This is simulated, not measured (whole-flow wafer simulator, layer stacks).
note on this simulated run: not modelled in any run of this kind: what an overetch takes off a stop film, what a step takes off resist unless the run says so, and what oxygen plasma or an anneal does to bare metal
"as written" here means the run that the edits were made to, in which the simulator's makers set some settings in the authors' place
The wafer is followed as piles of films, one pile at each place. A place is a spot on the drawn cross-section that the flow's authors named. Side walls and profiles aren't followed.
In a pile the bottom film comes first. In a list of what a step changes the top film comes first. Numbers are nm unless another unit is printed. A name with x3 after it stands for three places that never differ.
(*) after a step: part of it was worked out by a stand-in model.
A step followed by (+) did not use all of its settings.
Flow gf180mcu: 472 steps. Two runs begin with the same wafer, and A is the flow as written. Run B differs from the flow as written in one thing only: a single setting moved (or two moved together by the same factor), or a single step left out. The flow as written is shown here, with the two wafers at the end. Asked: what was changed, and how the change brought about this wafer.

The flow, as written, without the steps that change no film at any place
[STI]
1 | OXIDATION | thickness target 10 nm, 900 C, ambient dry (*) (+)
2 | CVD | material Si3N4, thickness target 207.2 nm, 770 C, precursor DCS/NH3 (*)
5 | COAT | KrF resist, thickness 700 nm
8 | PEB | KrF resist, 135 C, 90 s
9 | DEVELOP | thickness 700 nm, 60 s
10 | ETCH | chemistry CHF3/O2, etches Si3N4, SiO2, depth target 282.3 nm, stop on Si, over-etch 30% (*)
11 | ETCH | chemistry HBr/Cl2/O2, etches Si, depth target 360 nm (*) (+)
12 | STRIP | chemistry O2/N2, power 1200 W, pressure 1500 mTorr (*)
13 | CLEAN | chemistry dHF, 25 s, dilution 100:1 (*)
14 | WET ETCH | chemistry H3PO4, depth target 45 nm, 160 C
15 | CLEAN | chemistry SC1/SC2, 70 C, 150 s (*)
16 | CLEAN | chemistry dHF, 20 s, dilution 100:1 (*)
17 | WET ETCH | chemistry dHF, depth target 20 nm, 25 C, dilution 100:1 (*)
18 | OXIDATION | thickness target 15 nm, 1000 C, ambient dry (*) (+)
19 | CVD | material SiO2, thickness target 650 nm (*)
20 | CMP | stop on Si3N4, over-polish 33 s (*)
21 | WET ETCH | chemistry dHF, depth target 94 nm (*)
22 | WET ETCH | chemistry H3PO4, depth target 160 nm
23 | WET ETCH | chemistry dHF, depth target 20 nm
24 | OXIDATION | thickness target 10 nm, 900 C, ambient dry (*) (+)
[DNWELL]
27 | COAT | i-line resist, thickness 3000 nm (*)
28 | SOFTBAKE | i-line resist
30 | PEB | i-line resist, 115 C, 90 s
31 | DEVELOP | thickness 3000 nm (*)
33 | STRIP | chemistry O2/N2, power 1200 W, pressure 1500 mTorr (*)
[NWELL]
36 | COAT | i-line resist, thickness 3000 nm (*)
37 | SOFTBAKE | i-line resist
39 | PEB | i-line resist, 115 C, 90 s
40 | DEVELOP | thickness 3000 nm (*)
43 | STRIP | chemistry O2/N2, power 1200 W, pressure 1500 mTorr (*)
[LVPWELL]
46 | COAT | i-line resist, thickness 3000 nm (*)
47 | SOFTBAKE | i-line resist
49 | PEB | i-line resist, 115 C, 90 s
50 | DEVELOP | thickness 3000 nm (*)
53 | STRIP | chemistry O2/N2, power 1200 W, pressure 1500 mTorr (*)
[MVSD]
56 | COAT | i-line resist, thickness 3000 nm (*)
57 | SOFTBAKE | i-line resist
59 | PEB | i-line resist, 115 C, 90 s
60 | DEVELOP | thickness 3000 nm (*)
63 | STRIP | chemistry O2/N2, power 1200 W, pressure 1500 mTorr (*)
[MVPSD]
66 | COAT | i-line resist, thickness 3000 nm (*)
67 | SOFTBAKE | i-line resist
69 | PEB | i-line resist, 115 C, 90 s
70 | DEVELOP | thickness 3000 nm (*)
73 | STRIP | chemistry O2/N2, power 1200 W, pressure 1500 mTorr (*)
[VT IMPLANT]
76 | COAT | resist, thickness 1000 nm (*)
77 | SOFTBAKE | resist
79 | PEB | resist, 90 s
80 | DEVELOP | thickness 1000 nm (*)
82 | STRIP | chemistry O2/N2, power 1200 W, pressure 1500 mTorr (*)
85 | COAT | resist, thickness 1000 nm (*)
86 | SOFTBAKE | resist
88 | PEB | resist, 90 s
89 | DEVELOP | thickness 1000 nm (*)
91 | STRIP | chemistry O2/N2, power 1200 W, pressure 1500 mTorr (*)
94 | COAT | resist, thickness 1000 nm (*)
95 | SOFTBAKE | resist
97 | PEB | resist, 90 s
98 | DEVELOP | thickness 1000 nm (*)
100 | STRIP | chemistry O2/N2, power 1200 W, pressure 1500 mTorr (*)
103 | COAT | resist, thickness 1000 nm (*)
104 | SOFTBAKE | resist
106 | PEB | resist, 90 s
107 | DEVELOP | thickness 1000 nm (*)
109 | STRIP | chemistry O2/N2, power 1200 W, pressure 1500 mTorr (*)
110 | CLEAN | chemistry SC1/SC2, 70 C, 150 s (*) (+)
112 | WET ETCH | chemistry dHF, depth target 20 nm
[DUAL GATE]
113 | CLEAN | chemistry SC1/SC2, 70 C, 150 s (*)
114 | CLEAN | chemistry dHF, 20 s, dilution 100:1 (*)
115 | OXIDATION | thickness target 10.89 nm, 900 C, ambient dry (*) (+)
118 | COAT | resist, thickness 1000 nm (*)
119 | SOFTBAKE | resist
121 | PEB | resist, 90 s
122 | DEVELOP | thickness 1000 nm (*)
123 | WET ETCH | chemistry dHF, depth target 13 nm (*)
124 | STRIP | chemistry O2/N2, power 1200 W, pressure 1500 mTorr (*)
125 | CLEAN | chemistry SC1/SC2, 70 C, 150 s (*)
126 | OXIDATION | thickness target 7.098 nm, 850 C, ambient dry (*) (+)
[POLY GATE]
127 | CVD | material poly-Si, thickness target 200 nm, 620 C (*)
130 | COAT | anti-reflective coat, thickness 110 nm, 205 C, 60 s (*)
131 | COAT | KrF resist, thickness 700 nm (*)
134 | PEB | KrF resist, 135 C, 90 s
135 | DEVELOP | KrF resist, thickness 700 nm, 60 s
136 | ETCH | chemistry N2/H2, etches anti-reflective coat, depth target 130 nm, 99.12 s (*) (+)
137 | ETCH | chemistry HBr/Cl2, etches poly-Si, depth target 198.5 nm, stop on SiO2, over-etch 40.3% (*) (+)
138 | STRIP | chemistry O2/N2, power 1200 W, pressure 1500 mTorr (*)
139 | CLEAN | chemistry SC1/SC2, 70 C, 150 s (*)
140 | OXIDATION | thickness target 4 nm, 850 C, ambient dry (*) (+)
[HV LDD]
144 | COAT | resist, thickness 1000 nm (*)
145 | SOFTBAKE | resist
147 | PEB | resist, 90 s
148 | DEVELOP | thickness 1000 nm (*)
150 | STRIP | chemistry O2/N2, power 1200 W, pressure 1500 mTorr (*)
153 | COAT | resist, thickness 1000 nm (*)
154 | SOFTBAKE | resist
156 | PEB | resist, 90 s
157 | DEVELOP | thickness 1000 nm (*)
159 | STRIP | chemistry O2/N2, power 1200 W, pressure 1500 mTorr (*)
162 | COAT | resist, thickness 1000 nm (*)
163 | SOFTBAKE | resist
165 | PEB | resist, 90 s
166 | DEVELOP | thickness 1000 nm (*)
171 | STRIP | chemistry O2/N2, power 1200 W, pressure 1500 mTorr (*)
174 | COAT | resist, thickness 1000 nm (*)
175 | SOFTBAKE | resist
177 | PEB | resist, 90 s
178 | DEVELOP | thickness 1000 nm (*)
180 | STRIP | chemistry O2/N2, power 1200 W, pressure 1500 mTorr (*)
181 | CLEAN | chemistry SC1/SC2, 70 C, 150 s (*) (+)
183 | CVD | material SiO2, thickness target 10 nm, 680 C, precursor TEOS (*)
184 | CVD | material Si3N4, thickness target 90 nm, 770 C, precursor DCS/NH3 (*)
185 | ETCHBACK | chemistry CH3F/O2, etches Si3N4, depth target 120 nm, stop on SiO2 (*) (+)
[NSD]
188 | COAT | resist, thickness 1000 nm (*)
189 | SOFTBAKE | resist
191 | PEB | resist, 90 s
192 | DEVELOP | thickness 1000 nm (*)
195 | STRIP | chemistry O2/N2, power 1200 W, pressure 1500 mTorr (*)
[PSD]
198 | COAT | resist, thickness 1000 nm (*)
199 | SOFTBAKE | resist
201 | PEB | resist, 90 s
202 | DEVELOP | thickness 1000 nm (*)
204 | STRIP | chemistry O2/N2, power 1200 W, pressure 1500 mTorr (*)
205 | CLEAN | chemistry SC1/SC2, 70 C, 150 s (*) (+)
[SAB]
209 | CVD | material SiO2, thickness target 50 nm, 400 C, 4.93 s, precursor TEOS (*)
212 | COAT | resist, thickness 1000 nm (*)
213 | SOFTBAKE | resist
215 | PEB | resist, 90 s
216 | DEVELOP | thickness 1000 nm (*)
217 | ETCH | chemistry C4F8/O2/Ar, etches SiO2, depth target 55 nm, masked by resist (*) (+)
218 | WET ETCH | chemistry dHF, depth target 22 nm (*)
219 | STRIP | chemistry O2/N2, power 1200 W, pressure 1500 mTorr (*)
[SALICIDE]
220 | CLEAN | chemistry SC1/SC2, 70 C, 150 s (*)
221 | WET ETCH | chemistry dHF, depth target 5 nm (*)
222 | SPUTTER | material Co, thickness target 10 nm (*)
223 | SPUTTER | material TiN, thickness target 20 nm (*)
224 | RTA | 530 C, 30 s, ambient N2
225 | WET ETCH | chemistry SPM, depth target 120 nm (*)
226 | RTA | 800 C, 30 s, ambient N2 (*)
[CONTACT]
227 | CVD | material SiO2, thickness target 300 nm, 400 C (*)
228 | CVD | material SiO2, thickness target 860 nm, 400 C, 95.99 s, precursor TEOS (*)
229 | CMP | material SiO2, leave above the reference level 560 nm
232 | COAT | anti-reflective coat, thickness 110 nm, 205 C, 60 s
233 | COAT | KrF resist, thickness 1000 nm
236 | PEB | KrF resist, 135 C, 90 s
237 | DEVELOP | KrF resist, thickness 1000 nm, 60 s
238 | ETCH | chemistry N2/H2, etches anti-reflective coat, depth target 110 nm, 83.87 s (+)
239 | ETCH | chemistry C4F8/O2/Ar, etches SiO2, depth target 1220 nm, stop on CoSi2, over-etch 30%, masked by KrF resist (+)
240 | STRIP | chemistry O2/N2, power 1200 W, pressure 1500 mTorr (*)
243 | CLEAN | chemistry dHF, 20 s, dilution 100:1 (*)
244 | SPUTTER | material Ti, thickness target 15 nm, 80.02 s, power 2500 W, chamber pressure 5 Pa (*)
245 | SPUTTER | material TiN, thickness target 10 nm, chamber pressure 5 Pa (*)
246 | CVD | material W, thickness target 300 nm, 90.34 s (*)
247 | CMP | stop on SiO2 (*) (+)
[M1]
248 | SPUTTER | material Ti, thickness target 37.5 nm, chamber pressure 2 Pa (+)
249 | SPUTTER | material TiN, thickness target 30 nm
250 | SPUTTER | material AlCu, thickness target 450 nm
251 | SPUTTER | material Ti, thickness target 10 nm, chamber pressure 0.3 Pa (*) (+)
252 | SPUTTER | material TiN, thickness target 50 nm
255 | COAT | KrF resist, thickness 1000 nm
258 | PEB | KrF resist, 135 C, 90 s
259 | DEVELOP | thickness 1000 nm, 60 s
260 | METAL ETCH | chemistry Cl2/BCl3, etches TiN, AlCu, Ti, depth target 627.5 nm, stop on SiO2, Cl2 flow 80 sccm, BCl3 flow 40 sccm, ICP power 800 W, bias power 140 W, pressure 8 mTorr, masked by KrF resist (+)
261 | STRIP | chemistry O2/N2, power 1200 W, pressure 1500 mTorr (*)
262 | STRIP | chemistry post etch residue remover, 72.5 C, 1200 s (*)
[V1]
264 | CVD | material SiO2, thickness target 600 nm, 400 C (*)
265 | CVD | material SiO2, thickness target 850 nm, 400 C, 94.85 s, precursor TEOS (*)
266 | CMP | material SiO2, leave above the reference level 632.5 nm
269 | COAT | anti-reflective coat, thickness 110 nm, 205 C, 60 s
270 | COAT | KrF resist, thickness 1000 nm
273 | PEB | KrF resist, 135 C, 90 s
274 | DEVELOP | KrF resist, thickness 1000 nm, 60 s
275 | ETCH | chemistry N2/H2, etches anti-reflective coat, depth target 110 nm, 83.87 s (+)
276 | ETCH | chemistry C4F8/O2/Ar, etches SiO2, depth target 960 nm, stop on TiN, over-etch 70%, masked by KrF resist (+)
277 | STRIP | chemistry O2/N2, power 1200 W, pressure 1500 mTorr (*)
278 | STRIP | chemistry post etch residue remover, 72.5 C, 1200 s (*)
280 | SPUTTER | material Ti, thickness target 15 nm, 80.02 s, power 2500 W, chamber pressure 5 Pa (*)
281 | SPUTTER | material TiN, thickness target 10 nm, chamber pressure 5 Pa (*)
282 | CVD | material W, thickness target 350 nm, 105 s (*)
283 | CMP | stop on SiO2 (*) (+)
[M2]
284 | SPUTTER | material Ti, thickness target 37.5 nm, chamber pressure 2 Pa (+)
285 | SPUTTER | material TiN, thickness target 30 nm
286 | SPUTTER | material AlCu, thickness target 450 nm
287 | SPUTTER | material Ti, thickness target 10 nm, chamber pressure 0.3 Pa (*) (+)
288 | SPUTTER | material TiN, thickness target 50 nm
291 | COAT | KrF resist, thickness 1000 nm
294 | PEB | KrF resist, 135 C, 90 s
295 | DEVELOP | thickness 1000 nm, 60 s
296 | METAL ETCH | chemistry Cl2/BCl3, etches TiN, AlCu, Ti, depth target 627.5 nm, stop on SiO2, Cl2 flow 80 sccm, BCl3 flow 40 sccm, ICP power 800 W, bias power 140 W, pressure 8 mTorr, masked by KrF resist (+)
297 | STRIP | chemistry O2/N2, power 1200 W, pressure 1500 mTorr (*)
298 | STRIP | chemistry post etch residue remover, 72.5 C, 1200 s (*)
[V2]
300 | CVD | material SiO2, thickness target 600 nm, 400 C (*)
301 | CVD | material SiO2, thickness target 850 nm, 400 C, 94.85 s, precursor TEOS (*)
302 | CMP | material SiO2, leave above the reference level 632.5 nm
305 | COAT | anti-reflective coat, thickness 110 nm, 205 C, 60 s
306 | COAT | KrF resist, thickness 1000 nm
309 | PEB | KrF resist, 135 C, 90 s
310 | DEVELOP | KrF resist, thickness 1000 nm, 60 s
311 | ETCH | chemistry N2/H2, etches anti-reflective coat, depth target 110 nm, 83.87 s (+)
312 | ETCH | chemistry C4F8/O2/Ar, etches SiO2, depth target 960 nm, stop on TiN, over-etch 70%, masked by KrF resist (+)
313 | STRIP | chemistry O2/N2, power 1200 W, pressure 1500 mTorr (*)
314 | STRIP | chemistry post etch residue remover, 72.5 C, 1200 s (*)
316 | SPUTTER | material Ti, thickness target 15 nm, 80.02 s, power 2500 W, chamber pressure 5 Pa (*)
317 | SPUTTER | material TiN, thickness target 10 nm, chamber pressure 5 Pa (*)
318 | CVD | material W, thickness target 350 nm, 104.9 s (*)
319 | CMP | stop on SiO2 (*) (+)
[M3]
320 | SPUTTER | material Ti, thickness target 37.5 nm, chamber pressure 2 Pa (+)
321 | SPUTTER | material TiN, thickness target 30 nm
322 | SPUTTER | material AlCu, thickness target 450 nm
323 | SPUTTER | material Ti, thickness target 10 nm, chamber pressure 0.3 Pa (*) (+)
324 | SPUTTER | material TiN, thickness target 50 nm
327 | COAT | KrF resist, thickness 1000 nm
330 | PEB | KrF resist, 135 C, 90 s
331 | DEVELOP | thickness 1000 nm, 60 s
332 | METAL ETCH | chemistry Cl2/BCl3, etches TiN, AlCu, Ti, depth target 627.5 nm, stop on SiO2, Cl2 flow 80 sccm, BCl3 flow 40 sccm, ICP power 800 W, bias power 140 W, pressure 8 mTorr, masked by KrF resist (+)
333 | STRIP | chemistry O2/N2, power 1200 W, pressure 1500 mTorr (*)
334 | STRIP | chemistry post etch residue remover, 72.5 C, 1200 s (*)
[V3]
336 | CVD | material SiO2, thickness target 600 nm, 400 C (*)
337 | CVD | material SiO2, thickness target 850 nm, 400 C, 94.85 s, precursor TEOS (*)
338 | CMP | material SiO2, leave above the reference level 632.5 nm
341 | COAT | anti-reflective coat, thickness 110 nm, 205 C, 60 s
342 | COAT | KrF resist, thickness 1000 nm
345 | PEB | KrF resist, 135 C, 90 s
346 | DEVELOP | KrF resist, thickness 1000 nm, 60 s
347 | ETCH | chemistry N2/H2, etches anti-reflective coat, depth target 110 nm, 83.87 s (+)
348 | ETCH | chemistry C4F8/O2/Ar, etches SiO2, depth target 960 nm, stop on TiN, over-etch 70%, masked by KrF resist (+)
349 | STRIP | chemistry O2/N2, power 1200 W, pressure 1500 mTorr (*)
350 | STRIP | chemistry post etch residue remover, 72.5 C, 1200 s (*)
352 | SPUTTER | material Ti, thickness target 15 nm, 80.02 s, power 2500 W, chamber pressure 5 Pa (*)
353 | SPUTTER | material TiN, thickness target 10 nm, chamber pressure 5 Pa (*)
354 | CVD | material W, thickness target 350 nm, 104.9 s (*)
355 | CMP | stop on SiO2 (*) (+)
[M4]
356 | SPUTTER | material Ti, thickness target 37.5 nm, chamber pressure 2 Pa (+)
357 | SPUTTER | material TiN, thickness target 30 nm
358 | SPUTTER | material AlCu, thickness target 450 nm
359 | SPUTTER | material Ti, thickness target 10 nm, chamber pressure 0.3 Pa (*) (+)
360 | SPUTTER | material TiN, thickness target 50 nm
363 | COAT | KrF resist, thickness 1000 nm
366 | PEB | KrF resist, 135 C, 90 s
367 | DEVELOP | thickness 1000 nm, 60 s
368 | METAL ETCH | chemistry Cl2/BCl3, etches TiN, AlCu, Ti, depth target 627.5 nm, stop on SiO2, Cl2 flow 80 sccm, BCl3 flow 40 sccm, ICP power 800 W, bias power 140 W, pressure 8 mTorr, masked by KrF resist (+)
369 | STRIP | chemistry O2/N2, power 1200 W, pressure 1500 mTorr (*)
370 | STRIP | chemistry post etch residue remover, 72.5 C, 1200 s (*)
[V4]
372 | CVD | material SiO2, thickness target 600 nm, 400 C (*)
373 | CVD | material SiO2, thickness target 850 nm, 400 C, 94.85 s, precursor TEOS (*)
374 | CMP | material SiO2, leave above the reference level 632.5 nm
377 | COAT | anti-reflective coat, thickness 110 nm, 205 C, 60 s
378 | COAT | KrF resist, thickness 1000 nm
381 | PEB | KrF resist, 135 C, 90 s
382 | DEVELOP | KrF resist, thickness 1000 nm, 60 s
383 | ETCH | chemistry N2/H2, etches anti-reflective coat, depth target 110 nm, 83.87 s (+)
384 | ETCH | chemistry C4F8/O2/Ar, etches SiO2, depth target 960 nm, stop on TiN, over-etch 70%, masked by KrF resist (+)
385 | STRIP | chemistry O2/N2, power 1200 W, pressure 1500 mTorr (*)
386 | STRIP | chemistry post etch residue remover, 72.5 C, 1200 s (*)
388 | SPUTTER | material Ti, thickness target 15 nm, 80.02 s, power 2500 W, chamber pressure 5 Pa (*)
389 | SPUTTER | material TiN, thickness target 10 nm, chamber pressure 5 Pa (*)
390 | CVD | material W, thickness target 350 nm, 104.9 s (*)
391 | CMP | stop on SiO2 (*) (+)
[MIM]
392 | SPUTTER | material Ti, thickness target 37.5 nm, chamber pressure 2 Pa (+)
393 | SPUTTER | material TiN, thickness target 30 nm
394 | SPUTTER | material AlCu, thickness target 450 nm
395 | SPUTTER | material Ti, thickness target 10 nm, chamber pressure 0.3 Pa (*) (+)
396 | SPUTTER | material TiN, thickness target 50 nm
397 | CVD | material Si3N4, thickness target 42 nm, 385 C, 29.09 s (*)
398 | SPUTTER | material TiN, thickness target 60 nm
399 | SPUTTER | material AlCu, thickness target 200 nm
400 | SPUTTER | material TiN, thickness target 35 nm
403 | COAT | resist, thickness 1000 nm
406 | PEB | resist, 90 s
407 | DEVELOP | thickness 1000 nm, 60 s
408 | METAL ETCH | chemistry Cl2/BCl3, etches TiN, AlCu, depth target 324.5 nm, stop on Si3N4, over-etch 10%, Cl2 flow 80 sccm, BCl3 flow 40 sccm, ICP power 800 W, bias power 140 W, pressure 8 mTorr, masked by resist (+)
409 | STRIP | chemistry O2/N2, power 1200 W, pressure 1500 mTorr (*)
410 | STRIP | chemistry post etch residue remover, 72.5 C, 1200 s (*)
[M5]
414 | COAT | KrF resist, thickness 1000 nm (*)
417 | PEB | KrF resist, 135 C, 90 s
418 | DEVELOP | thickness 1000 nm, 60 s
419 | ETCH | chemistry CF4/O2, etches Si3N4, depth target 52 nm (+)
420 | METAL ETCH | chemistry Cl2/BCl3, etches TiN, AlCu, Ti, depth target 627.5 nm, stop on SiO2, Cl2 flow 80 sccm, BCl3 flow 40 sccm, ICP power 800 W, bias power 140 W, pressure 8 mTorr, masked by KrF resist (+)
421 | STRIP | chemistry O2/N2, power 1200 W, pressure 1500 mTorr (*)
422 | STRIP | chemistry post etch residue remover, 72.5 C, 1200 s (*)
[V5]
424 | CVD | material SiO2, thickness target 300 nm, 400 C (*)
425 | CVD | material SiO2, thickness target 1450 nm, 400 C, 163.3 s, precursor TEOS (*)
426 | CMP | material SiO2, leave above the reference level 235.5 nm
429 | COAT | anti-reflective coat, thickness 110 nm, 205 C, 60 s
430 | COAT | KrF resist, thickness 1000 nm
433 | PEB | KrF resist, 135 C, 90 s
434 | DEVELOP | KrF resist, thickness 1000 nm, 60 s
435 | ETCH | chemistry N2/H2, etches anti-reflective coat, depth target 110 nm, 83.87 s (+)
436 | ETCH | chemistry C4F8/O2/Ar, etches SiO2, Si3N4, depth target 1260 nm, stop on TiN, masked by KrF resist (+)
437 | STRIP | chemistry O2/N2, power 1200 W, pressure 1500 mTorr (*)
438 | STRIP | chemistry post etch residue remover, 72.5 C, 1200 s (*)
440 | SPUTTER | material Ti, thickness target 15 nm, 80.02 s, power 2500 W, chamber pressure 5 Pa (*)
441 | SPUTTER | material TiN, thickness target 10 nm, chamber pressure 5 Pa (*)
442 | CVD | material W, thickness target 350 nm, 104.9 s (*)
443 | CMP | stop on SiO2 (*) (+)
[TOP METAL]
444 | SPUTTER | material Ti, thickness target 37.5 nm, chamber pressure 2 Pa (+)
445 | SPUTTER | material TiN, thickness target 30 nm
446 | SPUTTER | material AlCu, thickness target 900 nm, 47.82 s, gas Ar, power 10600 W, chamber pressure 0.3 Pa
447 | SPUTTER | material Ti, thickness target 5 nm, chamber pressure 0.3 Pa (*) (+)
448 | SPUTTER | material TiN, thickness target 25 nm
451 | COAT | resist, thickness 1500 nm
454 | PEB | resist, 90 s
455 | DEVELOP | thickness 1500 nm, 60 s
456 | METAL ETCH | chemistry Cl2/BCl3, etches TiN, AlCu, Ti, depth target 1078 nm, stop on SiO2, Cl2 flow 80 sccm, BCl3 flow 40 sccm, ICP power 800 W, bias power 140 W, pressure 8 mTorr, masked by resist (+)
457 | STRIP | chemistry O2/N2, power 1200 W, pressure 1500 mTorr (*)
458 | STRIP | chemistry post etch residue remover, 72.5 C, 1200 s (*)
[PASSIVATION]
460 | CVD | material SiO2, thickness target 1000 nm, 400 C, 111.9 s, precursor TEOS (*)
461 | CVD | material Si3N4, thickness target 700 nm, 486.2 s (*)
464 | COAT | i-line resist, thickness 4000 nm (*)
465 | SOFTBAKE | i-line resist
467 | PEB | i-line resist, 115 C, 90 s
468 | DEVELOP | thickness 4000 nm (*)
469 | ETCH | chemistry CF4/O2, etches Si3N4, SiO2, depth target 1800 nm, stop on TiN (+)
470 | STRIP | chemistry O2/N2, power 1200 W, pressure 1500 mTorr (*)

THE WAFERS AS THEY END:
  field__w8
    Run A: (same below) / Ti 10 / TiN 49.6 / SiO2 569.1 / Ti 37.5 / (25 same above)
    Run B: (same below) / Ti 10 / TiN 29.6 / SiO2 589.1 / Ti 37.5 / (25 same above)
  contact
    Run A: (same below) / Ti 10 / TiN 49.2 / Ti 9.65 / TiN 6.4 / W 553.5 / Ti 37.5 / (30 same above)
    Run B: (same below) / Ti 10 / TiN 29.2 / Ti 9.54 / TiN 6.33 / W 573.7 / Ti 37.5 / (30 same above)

Cause: step 288, SPUTTER: thickness target 30 nm was run, though the flow has thickness target 50 nm.

Step by step, how the change led to this:
  288 | SPUTTER | material TiN, thickness target 50 nm
      field, field__w1, field__w2 and 108 more: A +50 TiN (new film) | B +30 TiN (new film)
  296 | METAL ETCH | chemistry Cl2/BCl3, etches TiN, AlCu, Ti, depth target 627.5 nm, stop on SiO2, Cl2 flow 80 sccm, BCl3 flow 40 sccm, ICP power 800 W, bias power 140 W, pressure 8 mTorr, masked by KrF resist (+)
      field, field__w1, field__w2 and 103 more: A -50 TiN (all of it), -10 Ti (all of it), -450 AlCu (all of it), -30 TiN (all of it), -37.5 Ti (all of it) | B -30 TiN (all of it), -10 Ti (all of it), -450 AlCu (all of it), -30 TiN (all of it), -37.5 Ti (all of it)
  302 | CMP | material SiO2, leave above the reference level 632.5 nm
      field__w8, contact, m1, m1__w1, m1_nw: A -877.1 SiO2 | B -857.1 SiO2
  312 | ETCH | chemistry C4F8/O2/Ar, etches SiO2, depth target 960 nm, stop on TiN, over-etch 70%, masked by KrF resist (+)
      contact: A -572.1 SiO2 (all of it) | B -592.1 SiO2 (all of it)
  318 | CVD | material W, thickness target 350 nm, 104.9 s (*)
      contact: A +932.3 W (new film) | B +952.5 W (new film)
